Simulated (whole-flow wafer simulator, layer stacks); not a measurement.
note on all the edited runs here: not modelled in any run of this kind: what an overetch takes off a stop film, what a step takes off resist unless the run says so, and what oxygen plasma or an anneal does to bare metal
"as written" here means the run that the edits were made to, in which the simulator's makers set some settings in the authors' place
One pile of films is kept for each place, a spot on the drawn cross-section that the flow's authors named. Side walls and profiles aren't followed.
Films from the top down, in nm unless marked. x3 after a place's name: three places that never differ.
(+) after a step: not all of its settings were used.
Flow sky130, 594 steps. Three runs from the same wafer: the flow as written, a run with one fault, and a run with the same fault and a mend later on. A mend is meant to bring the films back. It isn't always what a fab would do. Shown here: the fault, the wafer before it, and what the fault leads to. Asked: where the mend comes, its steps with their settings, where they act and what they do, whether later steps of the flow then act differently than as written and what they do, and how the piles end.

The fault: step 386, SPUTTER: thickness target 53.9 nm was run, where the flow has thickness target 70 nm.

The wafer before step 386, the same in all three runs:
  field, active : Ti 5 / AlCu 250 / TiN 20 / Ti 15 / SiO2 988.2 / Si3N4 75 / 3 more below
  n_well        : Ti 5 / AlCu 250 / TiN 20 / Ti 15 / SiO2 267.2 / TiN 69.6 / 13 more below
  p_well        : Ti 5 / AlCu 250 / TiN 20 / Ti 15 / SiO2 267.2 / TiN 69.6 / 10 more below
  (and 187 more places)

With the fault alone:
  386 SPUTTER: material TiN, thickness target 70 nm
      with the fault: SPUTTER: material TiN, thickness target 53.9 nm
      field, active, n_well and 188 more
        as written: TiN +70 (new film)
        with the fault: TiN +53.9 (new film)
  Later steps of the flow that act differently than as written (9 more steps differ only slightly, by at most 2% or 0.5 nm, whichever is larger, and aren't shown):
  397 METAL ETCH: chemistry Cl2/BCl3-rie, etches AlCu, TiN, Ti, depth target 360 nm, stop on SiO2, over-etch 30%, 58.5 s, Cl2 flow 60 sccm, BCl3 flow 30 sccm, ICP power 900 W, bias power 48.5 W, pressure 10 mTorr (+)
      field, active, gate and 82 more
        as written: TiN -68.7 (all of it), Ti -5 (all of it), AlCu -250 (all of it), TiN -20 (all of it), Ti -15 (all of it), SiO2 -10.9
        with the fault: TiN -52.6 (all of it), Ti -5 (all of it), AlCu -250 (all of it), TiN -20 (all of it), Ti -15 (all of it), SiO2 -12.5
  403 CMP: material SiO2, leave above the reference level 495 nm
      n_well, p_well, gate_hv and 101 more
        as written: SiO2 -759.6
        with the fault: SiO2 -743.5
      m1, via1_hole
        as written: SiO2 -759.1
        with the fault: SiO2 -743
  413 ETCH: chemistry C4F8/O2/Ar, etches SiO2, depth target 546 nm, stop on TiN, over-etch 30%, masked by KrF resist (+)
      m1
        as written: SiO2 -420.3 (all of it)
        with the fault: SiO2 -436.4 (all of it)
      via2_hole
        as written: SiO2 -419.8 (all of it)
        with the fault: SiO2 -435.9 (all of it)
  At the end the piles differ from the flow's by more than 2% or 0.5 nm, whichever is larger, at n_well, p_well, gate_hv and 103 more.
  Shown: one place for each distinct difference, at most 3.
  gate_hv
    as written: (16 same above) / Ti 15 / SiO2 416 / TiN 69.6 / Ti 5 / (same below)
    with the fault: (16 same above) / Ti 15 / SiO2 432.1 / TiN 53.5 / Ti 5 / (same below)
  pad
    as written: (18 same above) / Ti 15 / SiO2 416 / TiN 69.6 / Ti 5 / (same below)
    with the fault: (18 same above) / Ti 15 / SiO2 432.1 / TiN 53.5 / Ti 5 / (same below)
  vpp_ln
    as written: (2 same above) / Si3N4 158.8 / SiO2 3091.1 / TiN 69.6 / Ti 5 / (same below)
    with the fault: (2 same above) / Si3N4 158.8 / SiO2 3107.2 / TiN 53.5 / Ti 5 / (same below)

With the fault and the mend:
  The mend comes after step 386.
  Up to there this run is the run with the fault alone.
  386a SPUTTER: material TiN, thickness target 16.1 nm (the flow's step 386 once more, with other settings)
      field, active, n_well and 188 more
        TiN +16.1
  No later step of the flow acts differently than as written at any place that is followed.
  At the end the piles are the same as the flow's at every place that both follow.
